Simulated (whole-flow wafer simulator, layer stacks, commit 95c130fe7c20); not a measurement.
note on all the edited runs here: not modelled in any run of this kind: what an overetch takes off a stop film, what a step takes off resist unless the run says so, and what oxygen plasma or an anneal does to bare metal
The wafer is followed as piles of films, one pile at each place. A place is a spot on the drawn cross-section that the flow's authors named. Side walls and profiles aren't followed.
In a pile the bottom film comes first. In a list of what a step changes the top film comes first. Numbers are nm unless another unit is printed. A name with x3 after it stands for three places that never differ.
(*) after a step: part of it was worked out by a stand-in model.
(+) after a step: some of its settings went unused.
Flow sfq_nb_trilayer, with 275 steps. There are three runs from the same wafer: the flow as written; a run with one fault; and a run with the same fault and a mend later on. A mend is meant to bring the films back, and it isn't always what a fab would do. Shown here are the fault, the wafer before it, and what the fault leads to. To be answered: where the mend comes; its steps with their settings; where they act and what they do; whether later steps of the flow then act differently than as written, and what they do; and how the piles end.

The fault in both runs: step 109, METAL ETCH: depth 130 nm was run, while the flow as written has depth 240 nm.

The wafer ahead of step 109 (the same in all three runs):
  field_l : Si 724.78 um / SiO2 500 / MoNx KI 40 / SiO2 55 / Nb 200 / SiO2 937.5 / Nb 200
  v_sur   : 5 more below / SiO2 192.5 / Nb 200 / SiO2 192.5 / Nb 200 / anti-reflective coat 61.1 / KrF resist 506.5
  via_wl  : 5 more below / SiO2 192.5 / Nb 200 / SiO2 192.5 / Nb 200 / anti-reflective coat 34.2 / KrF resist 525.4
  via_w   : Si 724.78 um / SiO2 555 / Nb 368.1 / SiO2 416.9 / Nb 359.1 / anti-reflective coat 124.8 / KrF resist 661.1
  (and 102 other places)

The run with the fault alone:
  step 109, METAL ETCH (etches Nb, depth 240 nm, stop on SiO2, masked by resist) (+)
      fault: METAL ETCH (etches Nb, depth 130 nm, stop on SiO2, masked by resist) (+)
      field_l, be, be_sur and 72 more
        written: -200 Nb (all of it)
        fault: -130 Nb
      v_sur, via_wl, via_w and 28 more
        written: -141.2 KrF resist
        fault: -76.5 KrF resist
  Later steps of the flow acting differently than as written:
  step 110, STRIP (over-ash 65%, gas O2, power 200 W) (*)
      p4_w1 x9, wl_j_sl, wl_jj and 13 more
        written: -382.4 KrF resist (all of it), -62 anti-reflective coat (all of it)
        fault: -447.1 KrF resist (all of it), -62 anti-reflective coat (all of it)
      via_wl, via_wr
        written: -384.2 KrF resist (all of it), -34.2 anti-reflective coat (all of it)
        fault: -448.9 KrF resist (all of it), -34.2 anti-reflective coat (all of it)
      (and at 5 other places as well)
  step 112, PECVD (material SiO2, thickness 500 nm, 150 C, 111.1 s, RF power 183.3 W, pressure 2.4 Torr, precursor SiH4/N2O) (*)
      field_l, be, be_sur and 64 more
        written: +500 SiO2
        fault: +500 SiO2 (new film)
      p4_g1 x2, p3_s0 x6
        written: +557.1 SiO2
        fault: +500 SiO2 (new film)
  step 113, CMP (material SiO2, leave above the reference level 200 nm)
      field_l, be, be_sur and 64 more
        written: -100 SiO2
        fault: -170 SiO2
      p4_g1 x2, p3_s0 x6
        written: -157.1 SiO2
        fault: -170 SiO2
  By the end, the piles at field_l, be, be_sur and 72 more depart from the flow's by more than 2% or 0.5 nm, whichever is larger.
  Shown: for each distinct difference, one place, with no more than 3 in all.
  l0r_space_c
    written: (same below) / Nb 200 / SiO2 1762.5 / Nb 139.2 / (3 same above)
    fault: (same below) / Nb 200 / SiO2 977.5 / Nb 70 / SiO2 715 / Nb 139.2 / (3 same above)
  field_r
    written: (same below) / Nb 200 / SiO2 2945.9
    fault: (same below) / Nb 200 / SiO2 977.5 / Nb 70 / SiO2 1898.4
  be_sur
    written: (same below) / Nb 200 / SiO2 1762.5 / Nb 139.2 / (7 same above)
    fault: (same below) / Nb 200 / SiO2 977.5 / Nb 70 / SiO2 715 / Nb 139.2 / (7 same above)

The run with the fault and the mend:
  After step 109 comes the mend.
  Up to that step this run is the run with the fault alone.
  step 109a, METAL ETCH (etches Nb, depth 110 nm, stop on SiO2, masked by resist) (+) (the flow's step 109 again, with other settings)
      field_l, be, be_sur and 72 more
        -70 Nb (all of it)
      v_sur, via_wl, via_w and 28 more
        -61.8 KrF resist
  None of the later steps of the flow differs from how it acts as written, at any place that is followed, by more than 2% or 0.5 nm, whichever is larger.
  At every place that both follow, the piles at the end match the flow's.
